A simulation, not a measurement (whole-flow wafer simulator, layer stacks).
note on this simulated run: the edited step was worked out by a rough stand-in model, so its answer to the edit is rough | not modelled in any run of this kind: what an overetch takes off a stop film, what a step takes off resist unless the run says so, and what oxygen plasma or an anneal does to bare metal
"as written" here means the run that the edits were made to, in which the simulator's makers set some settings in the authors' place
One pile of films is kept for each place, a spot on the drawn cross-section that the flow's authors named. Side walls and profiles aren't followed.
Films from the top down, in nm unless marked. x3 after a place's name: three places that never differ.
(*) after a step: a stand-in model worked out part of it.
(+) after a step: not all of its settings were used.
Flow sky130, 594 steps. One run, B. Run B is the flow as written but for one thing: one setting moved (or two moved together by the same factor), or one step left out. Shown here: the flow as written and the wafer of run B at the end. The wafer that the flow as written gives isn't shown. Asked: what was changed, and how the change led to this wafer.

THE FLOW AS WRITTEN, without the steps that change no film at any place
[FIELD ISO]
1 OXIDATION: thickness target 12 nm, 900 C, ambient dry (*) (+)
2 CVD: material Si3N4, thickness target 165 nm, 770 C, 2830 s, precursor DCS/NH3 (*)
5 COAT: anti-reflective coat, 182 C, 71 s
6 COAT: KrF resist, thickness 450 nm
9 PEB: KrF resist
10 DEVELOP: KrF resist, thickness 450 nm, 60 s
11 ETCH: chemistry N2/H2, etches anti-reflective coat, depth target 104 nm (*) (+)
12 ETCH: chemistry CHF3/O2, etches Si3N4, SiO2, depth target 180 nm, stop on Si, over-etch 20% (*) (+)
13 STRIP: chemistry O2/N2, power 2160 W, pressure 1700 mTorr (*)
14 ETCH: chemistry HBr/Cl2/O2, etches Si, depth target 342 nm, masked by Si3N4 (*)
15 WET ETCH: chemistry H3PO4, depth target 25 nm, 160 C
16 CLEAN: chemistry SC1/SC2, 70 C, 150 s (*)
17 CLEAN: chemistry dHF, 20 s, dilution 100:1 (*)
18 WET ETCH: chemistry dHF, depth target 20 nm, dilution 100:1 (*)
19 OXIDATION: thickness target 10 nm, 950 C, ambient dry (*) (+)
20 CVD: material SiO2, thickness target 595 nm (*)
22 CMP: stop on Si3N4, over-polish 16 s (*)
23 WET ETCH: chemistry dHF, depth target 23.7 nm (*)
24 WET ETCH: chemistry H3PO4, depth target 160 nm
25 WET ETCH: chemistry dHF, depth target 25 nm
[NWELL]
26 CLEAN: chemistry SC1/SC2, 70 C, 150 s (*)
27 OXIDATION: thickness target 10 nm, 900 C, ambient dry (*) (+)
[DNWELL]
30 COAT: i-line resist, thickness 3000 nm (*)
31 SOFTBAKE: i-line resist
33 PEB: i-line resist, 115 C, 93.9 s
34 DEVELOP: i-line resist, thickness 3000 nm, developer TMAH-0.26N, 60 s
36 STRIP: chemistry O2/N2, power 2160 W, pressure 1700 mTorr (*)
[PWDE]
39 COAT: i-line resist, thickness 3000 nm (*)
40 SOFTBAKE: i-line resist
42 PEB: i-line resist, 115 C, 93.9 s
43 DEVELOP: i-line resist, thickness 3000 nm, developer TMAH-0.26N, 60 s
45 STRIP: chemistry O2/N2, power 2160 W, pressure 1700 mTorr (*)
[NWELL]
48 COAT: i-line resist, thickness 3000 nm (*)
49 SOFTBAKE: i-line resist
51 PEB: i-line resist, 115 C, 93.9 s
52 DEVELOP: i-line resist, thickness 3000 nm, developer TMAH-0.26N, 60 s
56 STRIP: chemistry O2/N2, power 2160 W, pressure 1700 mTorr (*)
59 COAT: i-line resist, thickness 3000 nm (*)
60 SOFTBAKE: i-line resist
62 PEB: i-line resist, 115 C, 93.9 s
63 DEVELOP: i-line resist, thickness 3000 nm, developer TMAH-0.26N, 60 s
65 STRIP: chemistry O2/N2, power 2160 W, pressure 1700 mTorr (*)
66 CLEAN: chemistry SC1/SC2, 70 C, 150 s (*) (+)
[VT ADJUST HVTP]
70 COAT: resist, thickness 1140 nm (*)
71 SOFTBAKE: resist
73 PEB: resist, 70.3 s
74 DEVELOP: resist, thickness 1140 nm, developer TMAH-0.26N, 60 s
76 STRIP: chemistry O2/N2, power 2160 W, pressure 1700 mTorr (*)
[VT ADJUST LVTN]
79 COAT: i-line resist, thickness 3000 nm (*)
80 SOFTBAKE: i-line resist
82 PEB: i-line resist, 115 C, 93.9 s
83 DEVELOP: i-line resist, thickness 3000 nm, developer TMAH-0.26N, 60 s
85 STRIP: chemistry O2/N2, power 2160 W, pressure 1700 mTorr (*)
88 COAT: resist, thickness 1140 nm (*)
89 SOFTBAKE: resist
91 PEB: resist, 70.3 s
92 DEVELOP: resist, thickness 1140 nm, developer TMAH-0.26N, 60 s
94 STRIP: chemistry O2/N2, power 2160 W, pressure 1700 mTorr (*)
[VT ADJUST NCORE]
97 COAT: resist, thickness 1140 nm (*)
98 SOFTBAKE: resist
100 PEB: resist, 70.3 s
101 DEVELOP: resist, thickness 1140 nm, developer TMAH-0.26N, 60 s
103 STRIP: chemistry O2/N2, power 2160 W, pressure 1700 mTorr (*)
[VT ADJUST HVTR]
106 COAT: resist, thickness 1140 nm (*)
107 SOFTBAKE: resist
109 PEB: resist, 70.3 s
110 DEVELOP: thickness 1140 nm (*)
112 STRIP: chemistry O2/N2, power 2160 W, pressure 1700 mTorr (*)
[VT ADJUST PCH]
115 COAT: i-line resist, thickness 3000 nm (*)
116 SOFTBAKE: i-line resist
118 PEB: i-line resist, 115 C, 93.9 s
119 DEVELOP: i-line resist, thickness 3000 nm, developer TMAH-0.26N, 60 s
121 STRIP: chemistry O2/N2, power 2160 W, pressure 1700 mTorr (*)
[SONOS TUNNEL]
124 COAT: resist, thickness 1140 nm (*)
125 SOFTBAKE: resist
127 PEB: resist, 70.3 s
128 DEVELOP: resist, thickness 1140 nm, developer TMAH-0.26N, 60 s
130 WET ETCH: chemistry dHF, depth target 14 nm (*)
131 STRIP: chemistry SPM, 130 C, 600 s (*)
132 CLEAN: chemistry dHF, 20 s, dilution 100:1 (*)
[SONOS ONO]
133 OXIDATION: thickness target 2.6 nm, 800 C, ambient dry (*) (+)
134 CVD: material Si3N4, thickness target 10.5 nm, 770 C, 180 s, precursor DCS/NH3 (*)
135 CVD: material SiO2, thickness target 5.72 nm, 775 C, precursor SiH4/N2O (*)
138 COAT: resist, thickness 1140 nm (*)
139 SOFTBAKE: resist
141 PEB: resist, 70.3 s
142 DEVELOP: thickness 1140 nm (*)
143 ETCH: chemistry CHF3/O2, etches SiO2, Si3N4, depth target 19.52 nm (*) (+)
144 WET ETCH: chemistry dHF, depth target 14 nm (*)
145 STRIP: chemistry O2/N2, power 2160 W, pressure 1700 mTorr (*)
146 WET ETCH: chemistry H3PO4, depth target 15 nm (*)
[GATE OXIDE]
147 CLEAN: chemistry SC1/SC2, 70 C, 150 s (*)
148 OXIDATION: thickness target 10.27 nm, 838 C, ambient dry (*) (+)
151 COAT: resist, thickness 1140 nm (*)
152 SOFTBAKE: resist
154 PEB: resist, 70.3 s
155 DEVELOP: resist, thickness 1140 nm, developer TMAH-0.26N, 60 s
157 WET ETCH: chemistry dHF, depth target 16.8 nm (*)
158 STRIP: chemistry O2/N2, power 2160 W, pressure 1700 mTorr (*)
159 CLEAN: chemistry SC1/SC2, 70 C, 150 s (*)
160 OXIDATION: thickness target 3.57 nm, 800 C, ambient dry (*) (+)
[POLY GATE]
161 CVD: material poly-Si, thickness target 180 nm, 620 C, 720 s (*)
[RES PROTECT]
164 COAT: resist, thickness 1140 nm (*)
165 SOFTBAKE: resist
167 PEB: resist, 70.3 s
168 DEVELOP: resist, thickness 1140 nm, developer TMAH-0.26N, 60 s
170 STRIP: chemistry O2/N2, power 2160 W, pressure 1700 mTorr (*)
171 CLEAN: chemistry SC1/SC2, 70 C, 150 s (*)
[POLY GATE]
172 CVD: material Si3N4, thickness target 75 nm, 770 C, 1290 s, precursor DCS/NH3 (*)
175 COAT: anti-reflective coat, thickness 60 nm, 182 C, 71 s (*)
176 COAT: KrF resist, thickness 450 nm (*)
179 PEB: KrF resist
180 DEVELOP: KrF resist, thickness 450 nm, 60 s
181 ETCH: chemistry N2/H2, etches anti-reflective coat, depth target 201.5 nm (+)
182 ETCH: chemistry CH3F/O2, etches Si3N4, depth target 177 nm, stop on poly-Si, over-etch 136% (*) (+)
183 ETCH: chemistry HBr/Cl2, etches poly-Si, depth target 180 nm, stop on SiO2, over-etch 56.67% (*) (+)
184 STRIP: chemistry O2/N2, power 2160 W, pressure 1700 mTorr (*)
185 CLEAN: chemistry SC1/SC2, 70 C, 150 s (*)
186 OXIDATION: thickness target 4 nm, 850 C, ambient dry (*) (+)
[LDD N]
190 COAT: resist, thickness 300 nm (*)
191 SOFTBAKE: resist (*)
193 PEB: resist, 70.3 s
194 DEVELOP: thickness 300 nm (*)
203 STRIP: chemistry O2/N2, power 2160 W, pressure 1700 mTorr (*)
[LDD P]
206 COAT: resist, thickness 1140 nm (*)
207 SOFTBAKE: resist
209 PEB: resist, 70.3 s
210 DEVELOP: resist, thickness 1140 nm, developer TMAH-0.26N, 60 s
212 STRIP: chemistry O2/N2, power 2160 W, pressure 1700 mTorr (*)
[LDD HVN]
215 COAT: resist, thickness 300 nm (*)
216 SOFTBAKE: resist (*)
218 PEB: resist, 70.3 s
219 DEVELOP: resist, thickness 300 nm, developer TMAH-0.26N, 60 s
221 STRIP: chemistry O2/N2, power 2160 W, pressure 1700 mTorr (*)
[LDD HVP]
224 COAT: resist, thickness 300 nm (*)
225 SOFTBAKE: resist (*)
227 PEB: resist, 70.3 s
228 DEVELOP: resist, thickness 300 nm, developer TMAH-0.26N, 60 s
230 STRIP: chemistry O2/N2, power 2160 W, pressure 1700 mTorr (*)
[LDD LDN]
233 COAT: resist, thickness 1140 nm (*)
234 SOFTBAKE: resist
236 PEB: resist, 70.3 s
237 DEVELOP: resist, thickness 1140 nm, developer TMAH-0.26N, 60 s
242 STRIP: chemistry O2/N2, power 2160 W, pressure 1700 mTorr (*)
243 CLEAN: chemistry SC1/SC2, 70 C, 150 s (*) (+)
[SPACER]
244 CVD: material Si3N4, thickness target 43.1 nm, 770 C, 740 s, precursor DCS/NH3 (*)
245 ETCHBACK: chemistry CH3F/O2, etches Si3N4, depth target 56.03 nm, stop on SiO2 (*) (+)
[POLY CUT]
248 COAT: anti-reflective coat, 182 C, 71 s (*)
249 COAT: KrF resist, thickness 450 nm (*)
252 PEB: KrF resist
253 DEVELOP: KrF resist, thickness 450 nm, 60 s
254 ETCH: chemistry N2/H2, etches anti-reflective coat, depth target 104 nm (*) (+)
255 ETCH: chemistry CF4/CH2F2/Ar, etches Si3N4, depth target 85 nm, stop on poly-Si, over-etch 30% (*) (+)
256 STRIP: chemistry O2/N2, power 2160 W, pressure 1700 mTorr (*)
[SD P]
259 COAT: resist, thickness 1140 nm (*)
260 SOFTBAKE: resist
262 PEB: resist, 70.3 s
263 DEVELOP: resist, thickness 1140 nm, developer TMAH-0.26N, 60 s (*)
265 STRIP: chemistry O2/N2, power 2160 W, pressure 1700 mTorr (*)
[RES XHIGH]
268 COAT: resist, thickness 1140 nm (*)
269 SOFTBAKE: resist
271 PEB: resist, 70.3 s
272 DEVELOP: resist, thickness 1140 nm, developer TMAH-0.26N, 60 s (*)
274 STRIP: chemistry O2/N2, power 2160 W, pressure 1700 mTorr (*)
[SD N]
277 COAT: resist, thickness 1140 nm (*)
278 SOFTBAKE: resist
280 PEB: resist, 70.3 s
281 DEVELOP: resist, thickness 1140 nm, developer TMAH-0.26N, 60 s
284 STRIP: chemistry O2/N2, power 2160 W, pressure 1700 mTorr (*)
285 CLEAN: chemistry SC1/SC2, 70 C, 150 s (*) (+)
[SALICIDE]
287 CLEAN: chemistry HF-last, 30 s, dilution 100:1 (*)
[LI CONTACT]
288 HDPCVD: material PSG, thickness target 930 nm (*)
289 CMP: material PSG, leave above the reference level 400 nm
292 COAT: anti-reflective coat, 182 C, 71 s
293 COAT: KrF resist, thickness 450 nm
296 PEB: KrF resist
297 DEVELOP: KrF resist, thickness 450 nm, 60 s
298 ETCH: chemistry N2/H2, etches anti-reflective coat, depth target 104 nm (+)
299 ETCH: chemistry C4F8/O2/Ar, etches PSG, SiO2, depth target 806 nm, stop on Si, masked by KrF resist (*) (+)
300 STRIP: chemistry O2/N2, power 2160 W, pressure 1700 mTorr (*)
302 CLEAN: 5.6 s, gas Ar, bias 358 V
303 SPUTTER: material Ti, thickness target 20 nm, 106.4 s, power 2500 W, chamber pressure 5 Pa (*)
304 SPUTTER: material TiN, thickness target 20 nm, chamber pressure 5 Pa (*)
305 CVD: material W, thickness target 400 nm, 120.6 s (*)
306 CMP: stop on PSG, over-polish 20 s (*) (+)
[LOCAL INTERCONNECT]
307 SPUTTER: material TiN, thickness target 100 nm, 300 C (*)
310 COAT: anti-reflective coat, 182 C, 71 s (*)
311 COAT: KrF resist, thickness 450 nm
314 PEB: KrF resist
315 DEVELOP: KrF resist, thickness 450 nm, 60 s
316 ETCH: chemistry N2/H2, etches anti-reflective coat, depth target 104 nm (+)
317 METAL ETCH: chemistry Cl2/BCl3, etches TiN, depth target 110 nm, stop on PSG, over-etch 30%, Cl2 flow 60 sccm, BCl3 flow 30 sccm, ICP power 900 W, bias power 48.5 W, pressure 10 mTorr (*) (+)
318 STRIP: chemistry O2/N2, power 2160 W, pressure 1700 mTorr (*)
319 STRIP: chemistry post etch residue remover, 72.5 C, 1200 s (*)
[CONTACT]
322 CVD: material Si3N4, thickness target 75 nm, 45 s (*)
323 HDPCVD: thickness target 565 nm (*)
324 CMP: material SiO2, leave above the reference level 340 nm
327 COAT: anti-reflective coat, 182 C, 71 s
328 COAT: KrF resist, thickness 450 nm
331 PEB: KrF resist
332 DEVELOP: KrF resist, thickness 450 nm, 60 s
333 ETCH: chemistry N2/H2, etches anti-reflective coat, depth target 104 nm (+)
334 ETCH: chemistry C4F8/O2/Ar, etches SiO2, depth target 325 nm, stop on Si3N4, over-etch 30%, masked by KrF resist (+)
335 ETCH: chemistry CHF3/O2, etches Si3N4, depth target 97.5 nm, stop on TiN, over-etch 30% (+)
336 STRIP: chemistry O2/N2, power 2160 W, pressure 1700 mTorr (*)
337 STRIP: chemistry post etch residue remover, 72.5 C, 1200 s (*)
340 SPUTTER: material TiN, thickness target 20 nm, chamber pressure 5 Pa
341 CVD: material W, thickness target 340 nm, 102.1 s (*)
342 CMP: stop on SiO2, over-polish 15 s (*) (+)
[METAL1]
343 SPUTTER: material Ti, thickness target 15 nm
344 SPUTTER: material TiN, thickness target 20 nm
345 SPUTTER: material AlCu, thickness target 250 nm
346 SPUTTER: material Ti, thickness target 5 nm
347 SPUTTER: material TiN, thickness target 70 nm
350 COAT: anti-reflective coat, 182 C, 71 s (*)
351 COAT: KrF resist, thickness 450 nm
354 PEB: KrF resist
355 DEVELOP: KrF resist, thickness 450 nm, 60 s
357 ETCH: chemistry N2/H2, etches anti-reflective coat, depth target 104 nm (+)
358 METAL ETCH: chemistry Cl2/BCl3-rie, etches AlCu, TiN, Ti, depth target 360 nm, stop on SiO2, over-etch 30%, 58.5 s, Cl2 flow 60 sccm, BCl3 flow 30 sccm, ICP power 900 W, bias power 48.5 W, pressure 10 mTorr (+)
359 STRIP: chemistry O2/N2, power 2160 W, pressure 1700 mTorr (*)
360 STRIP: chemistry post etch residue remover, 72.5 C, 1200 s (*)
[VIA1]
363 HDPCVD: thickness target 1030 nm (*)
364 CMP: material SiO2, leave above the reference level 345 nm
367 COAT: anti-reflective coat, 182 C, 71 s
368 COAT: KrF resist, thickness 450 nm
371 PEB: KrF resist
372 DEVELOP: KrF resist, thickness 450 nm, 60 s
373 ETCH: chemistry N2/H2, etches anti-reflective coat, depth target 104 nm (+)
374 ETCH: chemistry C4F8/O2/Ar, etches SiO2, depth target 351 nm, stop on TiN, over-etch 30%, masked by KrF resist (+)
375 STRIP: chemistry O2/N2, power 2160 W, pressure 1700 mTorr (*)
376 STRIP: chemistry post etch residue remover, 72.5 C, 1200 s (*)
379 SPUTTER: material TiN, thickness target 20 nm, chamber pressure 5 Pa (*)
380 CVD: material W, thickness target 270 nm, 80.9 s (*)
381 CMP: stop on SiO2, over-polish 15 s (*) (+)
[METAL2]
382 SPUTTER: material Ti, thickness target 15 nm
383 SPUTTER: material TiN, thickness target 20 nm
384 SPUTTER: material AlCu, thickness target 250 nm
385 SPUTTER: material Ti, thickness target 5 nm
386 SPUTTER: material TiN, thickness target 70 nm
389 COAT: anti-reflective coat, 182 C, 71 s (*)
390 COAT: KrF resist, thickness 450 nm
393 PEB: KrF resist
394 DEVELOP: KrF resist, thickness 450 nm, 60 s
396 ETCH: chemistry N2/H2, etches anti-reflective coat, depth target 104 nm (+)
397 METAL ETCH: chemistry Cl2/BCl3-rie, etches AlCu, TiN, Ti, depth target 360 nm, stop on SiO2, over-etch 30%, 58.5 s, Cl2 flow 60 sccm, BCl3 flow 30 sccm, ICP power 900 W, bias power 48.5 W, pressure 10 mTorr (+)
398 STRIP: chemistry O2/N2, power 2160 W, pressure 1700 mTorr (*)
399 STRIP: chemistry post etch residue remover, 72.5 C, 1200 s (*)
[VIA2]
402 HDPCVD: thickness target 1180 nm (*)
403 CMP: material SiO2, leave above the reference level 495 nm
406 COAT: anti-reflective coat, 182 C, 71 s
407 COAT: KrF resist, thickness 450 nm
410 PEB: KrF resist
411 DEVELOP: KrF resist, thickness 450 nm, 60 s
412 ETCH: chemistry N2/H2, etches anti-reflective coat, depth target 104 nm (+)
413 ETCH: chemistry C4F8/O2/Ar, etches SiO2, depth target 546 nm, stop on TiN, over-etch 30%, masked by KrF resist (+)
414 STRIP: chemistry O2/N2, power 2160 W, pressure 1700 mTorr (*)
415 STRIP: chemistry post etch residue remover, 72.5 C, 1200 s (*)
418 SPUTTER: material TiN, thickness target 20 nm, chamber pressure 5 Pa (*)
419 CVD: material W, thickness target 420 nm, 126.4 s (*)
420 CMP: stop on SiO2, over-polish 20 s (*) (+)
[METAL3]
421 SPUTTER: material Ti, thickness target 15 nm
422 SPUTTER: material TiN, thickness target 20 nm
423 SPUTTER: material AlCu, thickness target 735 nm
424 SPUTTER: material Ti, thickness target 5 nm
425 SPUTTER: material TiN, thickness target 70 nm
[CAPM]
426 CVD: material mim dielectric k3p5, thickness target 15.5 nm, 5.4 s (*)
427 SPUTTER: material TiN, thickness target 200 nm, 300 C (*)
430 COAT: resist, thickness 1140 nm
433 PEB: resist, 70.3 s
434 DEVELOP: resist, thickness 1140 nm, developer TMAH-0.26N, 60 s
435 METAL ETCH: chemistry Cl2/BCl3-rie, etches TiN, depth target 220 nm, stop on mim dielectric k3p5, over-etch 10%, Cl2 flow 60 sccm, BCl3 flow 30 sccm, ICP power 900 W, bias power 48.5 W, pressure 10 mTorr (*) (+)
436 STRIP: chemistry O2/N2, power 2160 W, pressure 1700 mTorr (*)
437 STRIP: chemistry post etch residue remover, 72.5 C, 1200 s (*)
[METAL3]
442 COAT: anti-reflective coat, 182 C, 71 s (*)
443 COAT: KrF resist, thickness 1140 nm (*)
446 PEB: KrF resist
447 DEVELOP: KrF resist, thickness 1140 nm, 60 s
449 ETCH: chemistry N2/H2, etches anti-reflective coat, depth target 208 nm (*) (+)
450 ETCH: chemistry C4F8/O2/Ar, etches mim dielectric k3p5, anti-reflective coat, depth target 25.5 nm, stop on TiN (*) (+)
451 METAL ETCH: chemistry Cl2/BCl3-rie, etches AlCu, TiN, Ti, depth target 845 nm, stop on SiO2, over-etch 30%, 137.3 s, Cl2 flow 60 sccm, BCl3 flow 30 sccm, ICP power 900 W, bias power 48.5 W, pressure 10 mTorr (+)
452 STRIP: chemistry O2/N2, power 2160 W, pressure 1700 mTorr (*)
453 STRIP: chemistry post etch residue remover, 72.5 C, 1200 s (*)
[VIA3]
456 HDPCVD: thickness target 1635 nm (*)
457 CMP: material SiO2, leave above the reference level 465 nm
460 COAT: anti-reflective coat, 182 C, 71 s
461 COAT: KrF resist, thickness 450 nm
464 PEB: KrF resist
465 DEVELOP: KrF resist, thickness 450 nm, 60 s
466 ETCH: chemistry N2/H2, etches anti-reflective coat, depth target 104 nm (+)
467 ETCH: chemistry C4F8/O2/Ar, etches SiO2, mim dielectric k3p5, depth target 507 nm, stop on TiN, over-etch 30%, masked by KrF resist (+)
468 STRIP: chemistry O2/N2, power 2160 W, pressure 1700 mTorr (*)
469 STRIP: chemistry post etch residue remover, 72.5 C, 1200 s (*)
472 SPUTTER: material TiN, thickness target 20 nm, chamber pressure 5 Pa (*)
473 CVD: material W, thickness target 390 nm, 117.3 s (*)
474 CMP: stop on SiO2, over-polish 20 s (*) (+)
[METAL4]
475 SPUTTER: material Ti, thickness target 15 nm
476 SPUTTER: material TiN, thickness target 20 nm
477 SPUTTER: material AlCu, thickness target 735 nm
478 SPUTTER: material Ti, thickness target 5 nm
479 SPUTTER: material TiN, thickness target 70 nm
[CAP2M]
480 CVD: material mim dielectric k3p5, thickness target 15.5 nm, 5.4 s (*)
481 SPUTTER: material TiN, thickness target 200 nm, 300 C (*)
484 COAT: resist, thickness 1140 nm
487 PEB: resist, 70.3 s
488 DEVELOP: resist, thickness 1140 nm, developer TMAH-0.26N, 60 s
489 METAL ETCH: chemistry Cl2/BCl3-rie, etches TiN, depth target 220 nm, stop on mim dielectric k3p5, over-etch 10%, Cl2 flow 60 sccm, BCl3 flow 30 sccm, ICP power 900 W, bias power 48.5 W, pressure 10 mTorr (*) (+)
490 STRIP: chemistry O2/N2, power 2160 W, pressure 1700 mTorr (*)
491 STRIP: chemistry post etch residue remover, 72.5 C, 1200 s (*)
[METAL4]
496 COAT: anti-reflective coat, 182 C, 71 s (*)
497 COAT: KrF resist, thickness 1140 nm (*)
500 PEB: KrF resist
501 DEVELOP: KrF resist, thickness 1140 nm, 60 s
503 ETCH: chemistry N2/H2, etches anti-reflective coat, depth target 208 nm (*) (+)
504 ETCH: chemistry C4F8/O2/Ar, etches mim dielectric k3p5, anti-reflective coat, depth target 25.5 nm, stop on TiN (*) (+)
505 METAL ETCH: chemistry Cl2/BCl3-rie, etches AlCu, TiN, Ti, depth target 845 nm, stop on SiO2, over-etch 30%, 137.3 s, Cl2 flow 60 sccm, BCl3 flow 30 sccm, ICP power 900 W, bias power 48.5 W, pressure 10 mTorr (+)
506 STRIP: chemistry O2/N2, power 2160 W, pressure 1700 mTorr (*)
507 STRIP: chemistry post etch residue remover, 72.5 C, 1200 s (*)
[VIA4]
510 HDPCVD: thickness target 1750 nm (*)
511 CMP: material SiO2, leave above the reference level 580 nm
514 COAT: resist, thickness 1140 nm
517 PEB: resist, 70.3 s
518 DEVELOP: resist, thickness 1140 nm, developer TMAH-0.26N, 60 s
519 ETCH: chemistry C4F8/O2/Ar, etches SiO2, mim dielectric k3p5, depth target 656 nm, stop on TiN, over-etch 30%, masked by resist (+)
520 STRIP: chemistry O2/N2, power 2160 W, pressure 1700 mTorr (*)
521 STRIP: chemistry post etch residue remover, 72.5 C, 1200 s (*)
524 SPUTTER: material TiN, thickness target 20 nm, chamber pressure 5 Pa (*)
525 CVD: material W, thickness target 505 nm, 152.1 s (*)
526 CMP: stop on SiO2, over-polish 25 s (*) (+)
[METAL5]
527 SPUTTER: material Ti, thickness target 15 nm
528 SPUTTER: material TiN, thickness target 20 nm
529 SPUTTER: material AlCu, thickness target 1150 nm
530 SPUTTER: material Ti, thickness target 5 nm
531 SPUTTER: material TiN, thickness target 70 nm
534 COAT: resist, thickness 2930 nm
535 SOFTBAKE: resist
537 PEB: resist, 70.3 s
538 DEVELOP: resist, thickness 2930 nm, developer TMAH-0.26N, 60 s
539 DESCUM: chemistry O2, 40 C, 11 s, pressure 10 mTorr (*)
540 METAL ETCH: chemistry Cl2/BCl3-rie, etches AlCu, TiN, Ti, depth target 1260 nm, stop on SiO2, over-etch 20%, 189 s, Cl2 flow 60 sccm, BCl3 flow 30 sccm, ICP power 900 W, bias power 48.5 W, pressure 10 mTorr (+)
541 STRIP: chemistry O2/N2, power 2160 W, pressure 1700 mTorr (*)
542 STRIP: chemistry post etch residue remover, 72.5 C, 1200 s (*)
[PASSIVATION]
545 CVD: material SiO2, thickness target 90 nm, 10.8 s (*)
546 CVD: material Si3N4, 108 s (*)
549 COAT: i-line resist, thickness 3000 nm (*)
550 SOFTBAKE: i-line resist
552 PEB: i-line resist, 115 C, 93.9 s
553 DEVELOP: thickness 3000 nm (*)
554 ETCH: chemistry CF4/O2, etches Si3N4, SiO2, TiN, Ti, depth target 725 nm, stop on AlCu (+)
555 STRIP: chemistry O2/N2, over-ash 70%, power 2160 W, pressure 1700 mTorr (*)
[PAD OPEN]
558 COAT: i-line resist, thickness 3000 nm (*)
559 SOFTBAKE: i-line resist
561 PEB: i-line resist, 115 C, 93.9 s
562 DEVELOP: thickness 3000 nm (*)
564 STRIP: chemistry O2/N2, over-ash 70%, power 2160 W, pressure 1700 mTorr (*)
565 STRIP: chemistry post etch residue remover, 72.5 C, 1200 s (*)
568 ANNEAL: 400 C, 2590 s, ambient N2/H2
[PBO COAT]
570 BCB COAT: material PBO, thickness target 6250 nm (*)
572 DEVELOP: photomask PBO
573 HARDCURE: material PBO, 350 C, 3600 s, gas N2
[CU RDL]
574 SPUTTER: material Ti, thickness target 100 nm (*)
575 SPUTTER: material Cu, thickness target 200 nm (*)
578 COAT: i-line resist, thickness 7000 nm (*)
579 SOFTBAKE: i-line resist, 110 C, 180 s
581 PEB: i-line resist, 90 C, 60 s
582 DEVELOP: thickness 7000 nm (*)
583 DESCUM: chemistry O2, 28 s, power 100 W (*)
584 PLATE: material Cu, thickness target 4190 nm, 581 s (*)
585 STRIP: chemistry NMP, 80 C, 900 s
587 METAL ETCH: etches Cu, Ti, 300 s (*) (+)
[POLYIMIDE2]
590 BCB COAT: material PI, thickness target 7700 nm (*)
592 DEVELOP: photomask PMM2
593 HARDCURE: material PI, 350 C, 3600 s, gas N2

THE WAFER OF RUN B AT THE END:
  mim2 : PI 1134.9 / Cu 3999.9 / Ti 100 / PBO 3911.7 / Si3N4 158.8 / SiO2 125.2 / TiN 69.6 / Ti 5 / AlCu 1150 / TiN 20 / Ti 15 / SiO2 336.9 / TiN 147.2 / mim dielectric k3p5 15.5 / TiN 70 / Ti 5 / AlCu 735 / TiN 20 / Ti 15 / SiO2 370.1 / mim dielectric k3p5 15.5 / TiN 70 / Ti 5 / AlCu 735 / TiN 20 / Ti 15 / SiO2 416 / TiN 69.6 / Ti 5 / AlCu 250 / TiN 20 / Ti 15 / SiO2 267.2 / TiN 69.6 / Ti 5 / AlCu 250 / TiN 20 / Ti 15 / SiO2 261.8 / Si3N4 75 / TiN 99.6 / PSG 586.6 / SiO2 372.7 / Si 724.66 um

The cause: step 481, SPUTTER: thickness target 148 nm was run, where the flow has thickness target 200 nm.

How the change led to this, step by step:
  481 SPUTTER: material TiN, thickness target 200 nm, 300 C (*)
      field, active, n_well and 189 more: TiN +148 (new film) (as written it would be: TiN +200 (new film))
  489 METAL ETCH: chemistry Cl2/BCl3-rie, etches TiN, depth target 220 nm, stop on mim dielectric k3p5, over-etch 10%, Cl2 flow 60 sccm, BCl3 flow 30 sccm, ICP power 900 W, bias power 48.5 W, pressure 10 mTorr (*) (+)
      field, active, n_well and 188 more: TiN -148 (all of it) (as written it would be: TiN -200 (all of it))
      mim2: resist -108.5 (as written it would be: resist -146.7)
  490 STRIP: chemistry O2/N2, power 2160 W, pressure 1700 mTorr (*)
      mim2: resist -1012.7 (all of it) (as written it would be: resist -974.6 (all of it))
  496 COAT: anti-reflective coat, 182 C, 71 s (*)
      iso_guard__w2: anti-reflective coat +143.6 (new film) (as written it would be: anti-reflective coat +177.8 (new film))
      mim2: anti-reflective coat +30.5 (new film) (as written it would be: anti-reflective coat +40.3 (new film))
  497 COAT: KrF resist, thickness 1140 nm (*)
      iso_guard__w2: KrF resist +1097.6 (new film) (as written it would be: KrF resist +1074.8 (new film))
      mim2: KrF resist +1066.5 (new film) (as written it would be: KrF resist +1018.9 (new film))
  506 STRIP: chemistry O2/N2, power 2160 W, pressure 1700 mTorr (*)
      iso_guard__w2: KrF resist -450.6 (all of it), anti-reflective coat -143.6 (all of it) (as written it would be: KrF resist -427.9 (all of it), anti-reflective coat -177.8 (all of it))
      mim2: KrF resist -419.6 (all of it), anti-reflective coat -30.5 (all of it) (as written it would be: KrF resist -372.1 (all of it), anti-reflective coat -40.3 (all of it))
  511 CMP: material SiO2, leave above the reference level 580 nm
      mim2: SiO2 -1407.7 (as written it would be: SiO2 -1459.7)
